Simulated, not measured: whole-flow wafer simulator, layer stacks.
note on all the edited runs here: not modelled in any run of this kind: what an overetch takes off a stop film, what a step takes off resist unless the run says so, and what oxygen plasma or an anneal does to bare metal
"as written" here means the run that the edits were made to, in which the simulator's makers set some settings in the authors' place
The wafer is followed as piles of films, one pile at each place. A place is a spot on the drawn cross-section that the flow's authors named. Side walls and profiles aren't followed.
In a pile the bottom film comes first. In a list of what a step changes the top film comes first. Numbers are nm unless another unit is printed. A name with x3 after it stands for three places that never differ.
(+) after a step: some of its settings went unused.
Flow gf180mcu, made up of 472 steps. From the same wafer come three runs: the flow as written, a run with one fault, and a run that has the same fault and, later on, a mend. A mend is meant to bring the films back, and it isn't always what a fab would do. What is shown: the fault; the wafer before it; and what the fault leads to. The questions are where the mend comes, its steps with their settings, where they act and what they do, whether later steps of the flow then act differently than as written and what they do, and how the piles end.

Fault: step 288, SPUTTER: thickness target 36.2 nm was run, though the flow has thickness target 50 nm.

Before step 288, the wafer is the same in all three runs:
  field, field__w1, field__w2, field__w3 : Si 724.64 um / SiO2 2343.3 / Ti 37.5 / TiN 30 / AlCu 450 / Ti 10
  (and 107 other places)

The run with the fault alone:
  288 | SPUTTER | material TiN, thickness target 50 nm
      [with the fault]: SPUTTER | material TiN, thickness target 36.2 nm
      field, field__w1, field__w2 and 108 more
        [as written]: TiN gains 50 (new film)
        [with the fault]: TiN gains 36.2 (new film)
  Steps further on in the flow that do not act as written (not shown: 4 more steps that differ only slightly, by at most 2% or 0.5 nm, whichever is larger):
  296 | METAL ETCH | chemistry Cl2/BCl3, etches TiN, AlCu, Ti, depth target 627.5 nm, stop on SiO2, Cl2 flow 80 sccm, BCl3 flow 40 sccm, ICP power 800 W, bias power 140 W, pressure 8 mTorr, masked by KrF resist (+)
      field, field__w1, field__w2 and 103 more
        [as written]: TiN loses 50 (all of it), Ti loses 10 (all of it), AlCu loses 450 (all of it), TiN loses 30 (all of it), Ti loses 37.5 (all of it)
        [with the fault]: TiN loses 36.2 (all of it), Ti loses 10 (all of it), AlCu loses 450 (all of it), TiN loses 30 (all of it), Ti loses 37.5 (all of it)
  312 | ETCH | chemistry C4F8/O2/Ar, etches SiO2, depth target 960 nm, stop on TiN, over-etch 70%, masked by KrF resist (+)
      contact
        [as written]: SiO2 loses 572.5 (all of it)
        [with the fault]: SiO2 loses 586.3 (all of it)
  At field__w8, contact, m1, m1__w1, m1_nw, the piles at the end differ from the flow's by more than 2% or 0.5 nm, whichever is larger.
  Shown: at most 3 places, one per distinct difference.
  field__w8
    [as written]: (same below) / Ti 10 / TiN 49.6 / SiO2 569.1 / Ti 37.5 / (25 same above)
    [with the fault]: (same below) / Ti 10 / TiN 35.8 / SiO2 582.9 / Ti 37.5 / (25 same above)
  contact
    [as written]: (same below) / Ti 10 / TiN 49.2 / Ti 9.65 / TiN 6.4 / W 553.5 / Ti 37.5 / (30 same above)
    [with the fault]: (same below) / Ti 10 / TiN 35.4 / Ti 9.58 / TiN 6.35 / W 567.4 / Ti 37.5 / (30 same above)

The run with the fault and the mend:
  The mend follows step 288.
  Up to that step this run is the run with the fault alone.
  288a | SPUTTER | material TiN, thickness target 13.8 nm (the flow's step 288 again, with other settings)
      field, field__w1, field__w2 and 108 more
        TiN gains 13.8
  Later steps of the flow that are run all act as written at every place that is followed.
  At every place that both follow, the piles at the end match the flow's.
